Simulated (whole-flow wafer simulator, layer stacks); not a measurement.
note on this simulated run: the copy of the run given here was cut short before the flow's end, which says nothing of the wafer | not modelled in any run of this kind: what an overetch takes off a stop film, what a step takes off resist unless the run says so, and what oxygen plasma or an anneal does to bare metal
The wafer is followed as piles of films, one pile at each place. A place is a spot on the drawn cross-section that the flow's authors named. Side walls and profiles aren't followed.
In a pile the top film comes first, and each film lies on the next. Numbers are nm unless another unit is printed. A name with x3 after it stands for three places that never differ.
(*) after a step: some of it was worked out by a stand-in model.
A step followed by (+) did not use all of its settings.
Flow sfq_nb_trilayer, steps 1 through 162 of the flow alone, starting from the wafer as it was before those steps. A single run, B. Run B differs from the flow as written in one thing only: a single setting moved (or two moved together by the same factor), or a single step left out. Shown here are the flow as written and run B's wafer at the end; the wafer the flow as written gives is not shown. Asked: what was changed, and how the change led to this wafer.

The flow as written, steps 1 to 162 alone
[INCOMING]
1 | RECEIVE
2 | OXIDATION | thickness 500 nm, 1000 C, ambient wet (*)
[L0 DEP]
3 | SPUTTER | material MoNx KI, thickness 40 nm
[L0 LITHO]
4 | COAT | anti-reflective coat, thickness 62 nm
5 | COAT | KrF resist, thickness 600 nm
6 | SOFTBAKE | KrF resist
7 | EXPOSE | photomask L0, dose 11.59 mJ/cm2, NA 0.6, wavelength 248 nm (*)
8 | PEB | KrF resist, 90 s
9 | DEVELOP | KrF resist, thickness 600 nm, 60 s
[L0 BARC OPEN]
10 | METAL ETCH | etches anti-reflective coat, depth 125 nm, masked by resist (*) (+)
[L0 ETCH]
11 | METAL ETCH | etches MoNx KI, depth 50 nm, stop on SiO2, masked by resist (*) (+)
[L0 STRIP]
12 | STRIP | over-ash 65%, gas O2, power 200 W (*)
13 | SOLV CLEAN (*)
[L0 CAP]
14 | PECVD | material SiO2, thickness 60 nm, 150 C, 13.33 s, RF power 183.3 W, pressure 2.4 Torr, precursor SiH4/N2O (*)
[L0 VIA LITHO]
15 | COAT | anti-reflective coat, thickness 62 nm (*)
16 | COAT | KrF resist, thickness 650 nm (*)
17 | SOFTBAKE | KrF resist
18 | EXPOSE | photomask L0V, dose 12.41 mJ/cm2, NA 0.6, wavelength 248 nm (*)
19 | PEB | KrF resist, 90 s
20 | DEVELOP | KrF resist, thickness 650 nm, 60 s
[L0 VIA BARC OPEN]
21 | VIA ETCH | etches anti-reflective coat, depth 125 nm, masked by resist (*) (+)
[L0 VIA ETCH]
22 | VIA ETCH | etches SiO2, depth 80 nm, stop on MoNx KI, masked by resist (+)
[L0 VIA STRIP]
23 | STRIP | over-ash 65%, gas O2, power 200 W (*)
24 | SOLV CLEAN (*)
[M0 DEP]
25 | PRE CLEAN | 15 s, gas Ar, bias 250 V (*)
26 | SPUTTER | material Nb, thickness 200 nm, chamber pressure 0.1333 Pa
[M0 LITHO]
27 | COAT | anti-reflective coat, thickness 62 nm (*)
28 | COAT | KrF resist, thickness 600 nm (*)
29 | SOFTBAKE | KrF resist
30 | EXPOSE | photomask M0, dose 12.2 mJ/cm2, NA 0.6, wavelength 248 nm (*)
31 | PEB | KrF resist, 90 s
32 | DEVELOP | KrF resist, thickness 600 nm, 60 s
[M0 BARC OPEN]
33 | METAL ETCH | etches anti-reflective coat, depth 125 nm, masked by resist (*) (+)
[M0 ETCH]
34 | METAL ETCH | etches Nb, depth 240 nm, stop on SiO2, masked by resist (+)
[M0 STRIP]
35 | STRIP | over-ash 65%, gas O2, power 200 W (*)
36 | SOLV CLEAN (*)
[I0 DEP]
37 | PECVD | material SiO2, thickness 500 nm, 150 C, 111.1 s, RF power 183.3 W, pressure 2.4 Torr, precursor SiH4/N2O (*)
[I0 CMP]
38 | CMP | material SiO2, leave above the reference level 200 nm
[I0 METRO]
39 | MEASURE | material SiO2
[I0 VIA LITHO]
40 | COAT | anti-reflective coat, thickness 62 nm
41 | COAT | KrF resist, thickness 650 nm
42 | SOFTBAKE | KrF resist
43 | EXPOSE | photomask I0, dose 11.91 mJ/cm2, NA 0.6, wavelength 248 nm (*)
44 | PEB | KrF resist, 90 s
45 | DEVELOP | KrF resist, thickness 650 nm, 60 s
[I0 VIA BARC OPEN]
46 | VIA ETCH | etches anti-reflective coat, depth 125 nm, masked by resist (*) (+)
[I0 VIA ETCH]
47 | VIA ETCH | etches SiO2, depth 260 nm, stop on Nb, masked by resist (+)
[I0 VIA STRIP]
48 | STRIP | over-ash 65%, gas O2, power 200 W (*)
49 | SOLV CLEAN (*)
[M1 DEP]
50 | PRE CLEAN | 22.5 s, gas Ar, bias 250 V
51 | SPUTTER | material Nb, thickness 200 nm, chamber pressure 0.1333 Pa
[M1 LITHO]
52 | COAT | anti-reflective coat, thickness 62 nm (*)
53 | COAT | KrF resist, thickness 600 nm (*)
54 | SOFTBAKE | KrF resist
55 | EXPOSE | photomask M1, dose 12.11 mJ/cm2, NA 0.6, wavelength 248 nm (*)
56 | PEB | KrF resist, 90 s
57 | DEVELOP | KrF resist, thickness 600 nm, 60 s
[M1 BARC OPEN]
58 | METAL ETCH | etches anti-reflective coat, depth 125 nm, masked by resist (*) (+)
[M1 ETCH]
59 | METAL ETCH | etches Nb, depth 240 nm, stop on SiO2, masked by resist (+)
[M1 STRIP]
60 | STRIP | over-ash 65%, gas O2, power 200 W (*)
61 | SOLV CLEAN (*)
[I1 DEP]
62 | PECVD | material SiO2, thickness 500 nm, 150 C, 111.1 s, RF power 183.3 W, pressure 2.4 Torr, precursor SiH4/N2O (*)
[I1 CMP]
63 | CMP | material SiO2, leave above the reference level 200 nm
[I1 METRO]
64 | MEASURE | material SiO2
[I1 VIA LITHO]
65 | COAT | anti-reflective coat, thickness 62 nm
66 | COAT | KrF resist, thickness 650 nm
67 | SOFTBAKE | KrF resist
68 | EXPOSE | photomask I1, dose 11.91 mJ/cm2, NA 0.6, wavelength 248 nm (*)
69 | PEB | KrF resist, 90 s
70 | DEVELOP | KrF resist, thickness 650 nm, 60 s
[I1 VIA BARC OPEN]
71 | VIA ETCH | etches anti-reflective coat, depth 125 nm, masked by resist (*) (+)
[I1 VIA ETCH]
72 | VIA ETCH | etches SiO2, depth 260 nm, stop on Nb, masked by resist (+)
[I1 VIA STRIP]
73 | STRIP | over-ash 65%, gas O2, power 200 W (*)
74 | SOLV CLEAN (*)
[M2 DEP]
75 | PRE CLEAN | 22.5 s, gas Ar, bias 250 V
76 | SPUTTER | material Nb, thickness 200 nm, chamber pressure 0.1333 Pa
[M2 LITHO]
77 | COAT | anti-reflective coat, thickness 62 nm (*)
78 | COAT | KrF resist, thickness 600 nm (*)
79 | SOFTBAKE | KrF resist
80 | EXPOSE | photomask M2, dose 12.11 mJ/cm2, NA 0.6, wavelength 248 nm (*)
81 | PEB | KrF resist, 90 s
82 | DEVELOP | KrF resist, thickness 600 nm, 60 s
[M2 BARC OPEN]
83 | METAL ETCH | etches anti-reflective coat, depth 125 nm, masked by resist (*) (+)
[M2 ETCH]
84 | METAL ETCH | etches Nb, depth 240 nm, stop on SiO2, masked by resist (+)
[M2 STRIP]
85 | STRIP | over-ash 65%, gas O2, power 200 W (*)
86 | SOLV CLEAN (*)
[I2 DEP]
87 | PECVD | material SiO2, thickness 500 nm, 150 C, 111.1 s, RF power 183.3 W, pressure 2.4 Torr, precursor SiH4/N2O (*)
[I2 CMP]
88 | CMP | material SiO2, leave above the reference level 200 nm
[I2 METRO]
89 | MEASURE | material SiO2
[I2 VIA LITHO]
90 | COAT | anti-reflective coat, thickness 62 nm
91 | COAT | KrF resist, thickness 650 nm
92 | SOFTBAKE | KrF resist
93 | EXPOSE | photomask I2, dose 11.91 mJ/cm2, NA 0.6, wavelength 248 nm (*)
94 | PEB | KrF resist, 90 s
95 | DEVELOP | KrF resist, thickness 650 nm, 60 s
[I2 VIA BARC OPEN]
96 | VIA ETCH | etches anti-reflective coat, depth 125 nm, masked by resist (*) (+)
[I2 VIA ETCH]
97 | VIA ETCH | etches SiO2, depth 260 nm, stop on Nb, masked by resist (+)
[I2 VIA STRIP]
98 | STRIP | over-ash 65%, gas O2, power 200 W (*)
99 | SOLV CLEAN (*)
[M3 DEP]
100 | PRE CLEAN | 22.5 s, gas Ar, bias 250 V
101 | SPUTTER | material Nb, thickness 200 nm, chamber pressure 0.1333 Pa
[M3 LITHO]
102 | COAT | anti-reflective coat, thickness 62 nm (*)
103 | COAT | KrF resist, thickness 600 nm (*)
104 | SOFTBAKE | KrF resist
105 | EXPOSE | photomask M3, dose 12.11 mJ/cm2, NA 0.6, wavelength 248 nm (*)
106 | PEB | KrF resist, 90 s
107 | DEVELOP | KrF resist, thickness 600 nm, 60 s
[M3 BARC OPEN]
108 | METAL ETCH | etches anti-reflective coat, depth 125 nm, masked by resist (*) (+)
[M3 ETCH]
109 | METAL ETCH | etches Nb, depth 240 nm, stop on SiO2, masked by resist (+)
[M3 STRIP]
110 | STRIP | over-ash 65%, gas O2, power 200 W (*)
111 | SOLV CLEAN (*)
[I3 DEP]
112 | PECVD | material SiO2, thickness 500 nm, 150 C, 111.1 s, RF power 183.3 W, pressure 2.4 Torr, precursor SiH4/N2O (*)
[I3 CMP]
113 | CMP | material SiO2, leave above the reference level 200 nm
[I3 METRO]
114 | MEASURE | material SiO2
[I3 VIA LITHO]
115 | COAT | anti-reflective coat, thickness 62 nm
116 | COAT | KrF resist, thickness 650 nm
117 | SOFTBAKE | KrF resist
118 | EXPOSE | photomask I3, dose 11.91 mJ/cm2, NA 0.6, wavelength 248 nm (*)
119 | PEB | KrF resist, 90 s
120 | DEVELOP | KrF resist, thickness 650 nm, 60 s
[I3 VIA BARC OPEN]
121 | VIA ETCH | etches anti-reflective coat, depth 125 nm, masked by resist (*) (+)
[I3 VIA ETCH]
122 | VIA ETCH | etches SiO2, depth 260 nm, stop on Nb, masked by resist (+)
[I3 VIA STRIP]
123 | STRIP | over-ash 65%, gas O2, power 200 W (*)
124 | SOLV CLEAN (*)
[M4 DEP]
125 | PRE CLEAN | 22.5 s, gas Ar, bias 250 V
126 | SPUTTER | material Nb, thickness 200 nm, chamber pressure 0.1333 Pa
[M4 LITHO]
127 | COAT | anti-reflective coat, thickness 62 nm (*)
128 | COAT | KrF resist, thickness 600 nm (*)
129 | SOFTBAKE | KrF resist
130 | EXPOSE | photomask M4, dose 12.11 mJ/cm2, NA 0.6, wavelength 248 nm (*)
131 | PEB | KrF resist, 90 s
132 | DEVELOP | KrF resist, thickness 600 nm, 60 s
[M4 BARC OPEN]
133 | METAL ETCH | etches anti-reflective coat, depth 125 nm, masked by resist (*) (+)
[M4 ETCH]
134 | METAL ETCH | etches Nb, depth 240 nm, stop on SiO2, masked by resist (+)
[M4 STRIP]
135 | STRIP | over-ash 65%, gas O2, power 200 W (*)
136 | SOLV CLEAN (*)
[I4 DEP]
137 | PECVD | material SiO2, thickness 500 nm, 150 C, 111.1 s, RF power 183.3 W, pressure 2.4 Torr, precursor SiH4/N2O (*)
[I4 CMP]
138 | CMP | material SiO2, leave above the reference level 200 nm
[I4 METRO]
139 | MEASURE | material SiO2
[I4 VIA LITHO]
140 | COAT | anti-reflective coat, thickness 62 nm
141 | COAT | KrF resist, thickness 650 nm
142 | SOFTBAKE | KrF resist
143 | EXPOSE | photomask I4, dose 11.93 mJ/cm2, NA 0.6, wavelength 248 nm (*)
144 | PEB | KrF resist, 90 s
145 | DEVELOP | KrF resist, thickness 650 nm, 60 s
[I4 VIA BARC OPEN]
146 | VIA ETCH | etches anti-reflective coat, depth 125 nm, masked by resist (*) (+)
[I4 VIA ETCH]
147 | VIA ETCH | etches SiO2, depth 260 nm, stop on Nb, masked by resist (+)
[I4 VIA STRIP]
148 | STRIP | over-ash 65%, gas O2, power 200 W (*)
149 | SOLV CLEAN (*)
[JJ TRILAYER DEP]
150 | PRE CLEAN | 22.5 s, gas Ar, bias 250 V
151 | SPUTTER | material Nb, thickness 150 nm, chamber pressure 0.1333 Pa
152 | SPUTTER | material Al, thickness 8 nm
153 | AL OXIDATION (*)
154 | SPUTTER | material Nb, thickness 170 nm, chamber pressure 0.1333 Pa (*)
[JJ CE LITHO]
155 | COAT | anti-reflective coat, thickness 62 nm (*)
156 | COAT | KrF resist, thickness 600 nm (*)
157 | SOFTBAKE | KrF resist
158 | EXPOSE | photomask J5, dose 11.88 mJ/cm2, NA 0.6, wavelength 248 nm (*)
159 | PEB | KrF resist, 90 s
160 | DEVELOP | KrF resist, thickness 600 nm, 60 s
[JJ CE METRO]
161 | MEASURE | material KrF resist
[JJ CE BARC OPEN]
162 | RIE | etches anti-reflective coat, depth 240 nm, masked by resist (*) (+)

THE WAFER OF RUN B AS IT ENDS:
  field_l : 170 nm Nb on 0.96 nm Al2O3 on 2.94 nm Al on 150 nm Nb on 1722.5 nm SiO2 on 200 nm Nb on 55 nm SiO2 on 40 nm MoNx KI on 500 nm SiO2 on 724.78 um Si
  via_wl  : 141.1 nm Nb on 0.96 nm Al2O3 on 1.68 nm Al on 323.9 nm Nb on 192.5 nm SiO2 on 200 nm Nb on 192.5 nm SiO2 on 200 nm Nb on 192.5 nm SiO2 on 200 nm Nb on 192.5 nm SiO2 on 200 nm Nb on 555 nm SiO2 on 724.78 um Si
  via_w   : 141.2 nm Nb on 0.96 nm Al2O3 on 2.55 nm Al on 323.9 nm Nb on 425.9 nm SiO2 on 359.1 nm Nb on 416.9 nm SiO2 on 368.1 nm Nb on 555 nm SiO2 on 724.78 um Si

What caused this: step 152, SPUTTER: thickness 3.52 nm was run, though the flow has thickness 8 nm.

The path from the change to this, step by step:
  152 | SPUTTER | material Al, thickness 8 nm
      field_l, v_sur, via_sp and 100 more: Al gains 3.52 (new film) (as written it would have been: Al gains 8 (new film))
      via_wl, via_wr: Al gains 2.26 (new film) (as written it would have been: Al gains 5.14 (new film))
      (as well as at 1 more place)
  155 | COAT | anti-reflective coat, thickness 62 nm (*)
      via_wl, via_wr: anti-reflective coat gains 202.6 (new film) (as written it would have been: anti-reflective coat gains 209.4 (new film))
      via_w: anti-reflective coat gains 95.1 (new film) (as written it would have been: anti-reflective coat gains 97.4 (new film))
  162 | RIE | etches anti-reflective coat, depth 240 nm, masked by resist (*) (+)
      ce_l, c5j, ce_r, wl_jj: KrF resist loses 202.6 (as written it would have been: KrF resist loses 209.4)
      via_wl, via_wr: anti-reflective coat loses 202.6 (all of it) (as written it would have been: anti-reflective coat loses 209.4 (all of it))
      (as well as at 1 more place)
